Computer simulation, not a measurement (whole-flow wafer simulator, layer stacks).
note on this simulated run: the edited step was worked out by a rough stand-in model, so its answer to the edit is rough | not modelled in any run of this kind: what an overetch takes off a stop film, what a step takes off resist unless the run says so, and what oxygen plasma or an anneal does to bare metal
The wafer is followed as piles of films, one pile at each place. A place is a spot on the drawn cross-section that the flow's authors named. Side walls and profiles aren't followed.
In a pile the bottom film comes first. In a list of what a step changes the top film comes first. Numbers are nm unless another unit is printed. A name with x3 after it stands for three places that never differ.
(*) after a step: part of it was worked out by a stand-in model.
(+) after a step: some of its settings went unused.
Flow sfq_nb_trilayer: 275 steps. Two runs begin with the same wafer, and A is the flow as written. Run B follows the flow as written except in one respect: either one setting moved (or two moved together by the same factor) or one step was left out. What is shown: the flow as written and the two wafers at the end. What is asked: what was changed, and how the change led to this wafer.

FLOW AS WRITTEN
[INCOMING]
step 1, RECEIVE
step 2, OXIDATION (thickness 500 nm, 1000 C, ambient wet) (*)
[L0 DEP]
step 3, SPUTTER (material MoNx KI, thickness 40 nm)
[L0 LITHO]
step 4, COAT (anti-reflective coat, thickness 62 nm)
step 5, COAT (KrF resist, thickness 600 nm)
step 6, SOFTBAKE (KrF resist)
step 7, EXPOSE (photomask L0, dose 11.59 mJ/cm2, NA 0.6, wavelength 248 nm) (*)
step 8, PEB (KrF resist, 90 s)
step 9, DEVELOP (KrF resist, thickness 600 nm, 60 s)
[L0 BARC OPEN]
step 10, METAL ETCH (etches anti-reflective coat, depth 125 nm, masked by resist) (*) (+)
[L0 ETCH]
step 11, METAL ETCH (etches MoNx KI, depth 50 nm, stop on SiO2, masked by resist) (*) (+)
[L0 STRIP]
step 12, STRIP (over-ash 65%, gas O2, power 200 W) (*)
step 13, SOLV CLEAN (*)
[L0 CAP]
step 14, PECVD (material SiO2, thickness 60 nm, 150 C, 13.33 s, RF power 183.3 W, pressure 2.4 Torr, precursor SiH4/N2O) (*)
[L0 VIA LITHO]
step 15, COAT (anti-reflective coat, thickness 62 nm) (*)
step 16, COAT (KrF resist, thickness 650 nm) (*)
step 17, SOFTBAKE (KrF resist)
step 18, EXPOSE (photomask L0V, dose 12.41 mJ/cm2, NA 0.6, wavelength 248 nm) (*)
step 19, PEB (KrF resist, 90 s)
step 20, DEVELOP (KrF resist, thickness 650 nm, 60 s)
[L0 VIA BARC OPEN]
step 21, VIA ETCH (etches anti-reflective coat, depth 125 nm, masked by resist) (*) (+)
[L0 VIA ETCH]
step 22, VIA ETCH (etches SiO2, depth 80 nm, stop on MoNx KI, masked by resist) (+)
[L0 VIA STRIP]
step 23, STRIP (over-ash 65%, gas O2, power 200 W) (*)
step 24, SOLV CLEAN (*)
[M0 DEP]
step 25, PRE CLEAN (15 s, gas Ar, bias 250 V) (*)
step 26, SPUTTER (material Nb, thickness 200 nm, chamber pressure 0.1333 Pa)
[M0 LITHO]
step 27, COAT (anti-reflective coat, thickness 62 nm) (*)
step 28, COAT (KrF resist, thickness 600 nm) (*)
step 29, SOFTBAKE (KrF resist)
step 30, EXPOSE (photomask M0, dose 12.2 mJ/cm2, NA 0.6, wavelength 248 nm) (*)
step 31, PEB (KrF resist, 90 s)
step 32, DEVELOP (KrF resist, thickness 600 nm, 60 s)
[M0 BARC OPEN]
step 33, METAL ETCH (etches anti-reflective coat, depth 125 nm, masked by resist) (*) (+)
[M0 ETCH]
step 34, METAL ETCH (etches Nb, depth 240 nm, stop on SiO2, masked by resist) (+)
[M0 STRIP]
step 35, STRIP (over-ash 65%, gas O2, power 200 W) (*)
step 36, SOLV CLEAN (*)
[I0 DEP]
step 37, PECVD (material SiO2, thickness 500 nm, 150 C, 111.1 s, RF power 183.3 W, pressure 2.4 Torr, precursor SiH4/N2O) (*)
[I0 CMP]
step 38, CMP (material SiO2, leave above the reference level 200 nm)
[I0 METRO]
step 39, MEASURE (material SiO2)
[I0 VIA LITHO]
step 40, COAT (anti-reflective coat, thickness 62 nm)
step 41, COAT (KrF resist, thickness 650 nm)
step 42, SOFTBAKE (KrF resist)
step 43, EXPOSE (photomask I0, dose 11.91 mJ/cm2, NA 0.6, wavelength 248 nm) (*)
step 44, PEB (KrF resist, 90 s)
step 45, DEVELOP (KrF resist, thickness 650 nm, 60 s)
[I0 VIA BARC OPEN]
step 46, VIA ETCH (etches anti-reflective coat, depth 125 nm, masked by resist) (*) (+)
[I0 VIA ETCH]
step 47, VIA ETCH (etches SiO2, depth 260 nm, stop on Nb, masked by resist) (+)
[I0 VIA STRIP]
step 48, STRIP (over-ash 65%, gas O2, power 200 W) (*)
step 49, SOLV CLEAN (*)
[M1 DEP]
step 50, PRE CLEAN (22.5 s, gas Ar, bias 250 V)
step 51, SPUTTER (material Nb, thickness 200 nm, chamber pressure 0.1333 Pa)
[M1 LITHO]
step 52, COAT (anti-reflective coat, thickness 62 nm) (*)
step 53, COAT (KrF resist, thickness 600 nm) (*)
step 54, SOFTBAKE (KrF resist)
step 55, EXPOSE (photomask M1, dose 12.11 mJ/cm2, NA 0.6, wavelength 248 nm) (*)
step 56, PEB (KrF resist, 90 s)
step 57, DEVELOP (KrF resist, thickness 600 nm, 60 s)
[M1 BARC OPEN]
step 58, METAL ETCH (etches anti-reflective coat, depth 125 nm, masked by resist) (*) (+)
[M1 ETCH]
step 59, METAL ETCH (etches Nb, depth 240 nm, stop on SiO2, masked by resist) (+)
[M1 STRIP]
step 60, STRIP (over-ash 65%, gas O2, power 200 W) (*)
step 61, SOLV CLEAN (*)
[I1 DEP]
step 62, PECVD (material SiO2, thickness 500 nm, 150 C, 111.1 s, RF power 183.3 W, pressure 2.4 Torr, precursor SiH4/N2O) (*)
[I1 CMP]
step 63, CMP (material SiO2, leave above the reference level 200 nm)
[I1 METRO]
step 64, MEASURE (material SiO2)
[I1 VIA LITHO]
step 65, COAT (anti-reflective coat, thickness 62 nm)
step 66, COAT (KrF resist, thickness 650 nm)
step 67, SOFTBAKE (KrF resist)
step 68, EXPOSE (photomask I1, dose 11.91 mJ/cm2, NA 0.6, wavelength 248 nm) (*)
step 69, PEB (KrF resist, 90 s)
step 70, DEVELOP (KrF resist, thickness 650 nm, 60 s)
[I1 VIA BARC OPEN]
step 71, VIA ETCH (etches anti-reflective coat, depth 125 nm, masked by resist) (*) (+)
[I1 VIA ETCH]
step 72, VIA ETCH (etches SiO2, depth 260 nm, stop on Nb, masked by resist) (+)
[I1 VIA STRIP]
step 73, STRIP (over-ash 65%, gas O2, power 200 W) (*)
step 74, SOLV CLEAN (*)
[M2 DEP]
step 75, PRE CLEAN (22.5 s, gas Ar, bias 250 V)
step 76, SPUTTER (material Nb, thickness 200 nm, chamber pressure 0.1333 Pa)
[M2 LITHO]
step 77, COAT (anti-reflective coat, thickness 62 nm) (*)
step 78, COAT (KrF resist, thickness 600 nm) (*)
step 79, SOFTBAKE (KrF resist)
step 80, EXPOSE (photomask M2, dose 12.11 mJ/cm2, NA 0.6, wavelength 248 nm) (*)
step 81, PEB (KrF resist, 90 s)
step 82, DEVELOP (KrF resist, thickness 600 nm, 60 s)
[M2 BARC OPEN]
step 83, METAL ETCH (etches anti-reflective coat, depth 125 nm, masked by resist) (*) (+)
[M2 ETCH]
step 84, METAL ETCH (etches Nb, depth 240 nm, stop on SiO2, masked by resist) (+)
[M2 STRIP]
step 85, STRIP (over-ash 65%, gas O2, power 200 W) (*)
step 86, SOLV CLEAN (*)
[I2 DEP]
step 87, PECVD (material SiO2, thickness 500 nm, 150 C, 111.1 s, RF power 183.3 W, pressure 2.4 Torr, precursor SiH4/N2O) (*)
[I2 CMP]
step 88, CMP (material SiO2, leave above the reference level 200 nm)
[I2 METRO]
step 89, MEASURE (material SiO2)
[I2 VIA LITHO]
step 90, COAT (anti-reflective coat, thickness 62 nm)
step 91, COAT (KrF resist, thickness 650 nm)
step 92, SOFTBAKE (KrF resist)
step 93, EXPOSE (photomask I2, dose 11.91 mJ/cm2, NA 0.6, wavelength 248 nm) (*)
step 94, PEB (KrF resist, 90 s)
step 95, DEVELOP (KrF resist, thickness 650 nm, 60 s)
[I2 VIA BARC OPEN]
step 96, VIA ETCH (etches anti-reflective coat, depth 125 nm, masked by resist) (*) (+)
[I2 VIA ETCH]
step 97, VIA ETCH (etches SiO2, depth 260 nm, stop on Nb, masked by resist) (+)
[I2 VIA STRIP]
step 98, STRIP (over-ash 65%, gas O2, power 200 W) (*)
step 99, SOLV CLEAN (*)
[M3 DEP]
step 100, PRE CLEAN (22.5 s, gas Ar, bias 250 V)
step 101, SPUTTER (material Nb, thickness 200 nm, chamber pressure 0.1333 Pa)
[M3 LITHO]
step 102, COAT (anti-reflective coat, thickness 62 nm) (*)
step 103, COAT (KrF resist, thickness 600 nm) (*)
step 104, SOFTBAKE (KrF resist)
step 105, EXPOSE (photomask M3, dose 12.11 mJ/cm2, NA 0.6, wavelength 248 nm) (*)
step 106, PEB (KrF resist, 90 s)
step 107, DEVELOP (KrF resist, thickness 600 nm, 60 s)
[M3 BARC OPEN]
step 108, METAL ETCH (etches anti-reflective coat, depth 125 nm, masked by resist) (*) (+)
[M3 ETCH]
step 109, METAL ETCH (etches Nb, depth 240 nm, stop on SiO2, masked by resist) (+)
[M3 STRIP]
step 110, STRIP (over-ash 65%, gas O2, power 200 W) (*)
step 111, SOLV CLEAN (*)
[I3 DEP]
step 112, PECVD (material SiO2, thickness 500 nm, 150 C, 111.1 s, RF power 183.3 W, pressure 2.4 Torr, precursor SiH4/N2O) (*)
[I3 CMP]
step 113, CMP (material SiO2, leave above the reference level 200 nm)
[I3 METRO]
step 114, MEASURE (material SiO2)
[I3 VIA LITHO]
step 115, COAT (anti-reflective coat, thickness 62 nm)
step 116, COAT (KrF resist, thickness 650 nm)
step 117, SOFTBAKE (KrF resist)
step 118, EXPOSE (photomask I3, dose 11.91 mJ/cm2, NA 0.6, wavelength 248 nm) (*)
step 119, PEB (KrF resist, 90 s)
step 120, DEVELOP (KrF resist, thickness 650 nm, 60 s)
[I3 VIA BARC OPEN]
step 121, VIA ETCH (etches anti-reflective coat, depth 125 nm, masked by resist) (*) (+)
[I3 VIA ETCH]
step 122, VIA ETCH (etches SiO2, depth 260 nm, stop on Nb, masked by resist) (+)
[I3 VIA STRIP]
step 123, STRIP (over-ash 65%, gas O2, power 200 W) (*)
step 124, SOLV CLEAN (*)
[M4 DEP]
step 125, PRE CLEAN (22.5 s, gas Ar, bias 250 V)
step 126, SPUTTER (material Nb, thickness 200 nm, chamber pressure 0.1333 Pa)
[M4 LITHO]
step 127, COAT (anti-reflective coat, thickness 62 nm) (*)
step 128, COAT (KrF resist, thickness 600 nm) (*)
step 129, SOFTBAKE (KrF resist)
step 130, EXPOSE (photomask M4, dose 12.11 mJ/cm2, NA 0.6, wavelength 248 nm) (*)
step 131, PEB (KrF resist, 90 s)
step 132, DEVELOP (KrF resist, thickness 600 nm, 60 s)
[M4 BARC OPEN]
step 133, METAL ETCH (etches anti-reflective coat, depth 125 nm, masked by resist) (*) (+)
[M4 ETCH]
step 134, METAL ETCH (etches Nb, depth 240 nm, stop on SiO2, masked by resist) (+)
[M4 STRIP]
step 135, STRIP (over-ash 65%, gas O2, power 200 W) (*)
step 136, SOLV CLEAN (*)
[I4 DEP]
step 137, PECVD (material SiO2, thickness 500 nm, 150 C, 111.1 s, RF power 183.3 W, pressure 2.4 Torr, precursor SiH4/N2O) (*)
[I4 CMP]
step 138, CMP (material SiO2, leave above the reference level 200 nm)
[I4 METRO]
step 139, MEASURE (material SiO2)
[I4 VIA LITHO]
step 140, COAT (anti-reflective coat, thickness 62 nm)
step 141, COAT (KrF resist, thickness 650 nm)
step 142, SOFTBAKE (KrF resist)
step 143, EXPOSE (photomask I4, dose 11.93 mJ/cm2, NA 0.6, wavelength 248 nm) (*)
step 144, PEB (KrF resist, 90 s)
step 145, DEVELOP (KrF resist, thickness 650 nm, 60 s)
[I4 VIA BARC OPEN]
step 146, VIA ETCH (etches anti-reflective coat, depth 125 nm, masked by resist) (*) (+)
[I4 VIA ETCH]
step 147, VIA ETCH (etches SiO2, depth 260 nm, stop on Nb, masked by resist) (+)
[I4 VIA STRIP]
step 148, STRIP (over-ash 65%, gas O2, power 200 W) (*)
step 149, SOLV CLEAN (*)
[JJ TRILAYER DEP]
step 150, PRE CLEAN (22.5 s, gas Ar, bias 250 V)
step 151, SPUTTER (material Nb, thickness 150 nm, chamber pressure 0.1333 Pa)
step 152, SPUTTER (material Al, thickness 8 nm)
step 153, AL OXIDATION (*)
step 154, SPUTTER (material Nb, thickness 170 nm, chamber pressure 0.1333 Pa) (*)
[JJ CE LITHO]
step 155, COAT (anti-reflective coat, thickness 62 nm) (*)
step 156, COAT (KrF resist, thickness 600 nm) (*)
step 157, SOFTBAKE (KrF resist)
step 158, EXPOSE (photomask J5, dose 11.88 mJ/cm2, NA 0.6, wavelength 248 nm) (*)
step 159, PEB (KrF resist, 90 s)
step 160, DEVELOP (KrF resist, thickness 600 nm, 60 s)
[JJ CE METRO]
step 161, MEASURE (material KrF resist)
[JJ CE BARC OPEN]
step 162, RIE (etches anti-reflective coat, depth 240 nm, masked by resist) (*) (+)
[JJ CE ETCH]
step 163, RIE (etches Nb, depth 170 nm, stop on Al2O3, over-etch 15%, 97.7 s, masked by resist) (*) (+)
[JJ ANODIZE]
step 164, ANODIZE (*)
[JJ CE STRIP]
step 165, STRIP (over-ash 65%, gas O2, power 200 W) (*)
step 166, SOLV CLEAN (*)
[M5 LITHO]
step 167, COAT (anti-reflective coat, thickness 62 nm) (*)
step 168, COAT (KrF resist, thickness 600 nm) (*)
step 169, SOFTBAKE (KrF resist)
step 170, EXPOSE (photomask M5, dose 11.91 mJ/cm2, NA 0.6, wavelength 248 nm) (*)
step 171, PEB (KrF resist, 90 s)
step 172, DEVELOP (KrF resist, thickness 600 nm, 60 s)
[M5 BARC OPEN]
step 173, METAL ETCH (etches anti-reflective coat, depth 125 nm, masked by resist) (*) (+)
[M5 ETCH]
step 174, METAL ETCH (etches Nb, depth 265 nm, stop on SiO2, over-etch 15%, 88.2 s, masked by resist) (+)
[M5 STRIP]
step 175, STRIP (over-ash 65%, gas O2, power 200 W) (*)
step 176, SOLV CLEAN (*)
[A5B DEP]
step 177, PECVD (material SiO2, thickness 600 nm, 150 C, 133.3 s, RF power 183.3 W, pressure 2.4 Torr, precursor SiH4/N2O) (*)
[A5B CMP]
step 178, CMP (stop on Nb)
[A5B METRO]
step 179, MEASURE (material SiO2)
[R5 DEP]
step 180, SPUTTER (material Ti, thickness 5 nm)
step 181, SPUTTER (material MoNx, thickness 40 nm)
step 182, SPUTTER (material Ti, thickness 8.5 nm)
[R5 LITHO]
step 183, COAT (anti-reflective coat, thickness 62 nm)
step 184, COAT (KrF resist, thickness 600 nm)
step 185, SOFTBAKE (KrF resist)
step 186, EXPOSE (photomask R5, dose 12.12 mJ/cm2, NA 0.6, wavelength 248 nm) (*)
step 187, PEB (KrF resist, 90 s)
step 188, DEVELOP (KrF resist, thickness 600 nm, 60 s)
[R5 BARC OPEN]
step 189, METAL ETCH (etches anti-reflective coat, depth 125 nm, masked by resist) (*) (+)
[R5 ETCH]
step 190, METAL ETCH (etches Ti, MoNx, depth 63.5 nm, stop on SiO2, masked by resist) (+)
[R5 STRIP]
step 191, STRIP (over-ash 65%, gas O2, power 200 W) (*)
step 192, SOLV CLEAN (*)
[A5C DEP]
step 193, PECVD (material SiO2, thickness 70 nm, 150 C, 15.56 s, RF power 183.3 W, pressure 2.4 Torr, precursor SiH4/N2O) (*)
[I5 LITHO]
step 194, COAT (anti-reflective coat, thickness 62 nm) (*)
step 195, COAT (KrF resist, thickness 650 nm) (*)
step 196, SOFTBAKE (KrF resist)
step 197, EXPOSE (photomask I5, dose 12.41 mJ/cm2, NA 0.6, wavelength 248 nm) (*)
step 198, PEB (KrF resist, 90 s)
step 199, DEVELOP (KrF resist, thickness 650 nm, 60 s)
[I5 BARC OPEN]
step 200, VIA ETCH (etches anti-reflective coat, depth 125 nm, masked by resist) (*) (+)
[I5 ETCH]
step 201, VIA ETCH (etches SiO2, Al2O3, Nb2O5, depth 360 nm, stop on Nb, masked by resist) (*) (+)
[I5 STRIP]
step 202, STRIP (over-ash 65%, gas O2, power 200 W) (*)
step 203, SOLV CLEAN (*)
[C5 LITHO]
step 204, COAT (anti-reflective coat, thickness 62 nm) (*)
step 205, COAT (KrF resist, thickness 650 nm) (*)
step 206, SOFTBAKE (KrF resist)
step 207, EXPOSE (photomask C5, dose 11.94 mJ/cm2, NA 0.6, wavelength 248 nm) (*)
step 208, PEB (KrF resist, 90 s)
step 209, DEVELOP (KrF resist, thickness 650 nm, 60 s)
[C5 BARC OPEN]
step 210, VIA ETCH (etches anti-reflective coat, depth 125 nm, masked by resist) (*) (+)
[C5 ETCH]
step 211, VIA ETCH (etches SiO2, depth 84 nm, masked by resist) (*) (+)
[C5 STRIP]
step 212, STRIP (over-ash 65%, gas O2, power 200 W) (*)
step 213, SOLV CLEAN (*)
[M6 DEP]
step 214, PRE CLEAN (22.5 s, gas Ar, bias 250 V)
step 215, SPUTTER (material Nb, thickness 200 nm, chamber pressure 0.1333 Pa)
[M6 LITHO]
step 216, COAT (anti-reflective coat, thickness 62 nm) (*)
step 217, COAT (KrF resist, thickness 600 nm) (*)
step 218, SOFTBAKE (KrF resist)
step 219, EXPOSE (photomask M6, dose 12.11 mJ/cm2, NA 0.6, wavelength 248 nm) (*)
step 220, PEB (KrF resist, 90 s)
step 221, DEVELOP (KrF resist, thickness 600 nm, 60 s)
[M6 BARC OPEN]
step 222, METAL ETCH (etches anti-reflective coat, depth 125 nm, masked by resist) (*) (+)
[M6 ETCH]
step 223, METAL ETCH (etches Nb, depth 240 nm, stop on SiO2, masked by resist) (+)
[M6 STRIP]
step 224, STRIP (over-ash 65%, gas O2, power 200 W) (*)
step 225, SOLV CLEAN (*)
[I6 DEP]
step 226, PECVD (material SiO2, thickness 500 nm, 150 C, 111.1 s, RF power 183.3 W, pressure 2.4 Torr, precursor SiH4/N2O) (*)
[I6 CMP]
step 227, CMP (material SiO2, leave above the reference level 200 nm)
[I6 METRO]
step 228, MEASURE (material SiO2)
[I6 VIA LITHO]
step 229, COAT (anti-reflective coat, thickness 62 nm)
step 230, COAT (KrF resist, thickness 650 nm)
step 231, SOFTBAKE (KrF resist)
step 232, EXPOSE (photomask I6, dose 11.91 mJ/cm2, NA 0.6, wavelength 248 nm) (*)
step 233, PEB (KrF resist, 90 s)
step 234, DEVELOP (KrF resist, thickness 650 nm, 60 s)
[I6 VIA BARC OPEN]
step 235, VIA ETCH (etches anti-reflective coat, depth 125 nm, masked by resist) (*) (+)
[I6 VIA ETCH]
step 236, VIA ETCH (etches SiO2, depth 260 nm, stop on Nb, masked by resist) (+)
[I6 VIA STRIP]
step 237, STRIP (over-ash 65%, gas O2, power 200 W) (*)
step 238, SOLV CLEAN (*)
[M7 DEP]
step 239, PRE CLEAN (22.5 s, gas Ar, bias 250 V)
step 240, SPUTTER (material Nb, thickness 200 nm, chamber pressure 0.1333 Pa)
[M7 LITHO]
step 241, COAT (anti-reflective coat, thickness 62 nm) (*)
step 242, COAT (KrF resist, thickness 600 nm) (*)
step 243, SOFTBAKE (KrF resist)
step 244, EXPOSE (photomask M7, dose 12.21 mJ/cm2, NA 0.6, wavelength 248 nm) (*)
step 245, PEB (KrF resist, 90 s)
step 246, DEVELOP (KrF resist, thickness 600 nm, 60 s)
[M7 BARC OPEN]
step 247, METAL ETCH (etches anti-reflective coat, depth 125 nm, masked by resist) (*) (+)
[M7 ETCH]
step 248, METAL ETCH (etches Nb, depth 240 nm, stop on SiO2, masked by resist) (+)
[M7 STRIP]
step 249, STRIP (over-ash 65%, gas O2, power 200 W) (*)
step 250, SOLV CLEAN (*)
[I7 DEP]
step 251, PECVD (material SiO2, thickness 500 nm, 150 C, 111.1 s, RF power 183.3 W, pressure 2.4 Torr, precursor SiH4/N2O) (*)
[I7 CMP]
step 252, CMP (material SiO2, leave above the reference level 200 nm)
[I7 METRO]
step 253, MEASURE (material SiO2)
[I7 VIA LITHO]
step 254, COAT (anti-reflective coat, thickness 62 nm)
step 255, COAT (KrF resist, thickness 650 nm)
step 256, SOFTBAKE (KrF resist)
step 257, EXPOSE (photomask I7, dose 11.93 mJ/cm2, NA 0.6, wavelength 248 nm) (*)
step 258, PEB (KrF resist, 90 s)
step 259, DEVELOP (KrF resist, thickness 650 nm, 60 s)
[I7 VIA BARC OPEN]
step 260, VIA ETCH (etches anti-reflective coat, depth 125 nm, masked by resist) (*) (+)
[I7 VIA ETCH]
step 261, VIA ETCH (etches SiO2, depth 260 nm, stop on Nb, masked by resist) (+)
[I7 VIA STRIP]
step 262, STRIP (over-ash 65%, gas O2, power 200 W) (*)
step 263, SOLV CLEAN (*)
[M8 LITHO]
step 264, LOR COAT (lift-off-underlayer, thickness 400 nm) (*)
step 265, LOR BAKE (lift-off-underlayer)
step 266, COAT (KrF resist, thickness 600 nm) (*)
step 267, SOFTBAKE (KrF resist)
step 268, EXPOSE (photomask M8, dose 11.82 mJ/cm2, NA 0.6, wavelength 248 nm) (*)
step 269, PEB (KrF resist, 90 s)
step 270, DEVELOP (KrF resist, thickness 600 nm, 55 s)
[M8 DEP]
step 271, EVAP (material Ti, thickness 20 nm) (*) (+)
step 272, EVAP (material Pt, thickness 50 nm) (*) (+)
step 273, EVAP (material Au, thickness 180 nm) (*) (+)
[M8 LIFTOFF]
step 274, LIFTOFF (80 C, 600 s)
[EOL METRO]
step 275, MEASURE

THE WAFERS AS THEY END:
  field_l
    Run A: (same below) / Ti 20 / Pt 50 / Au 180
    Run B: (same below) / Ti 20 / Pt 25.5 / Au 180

The reason: step 272, EVAP: thickness 25.5 nm was run, while the flow as written has thickness 50 nm.
One can read it off the wafer: field_l has Pt 25.5, and step 272 as written asks for 50 nm.

How this came from the change, step by step:
  step 272, EVAP (material Pt, thickness 50 nm) (*) (+)
      field_l, v_sur, via_wl and 103 more: A Pt gains 50 (new film) | B Pt gains 25.5 (new film)
  step 274, LIFTOFF (80 C, 600 s)
      p4_fl, p4_fm, p4_w1 and 71 more: A Au loses 180 (all of it), Pt loses 50 (all of it), Ti loses 20 (all of it), KrF resist loses 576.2 (all of it), lift-off-underlayer loses 400 (all of it) | B Au loses 180 (all of it), Pt loses 25.5 (all of it), Ti loses 20 (all of it), KrF resist loses 576.2 (all of it), lift-off-underlayer loses 400 (all of it)
      c5j, ce_r: A Au loses 180 (all of it), Pt loses 50 (all of it), Ti loses 20 (all of it), KrF resist loses 573.3 (all of it), lift-off-underlayer loses 399.3 (all of it) | B Au loses 180 (all of it), Pt loses 25.5 (all of it), Ti loses 20 (all of it), KrF resist loses 573.3 (all of it), lift-off-underlayer loses 399.3 (all of it)
      (as well as at 19 more places)
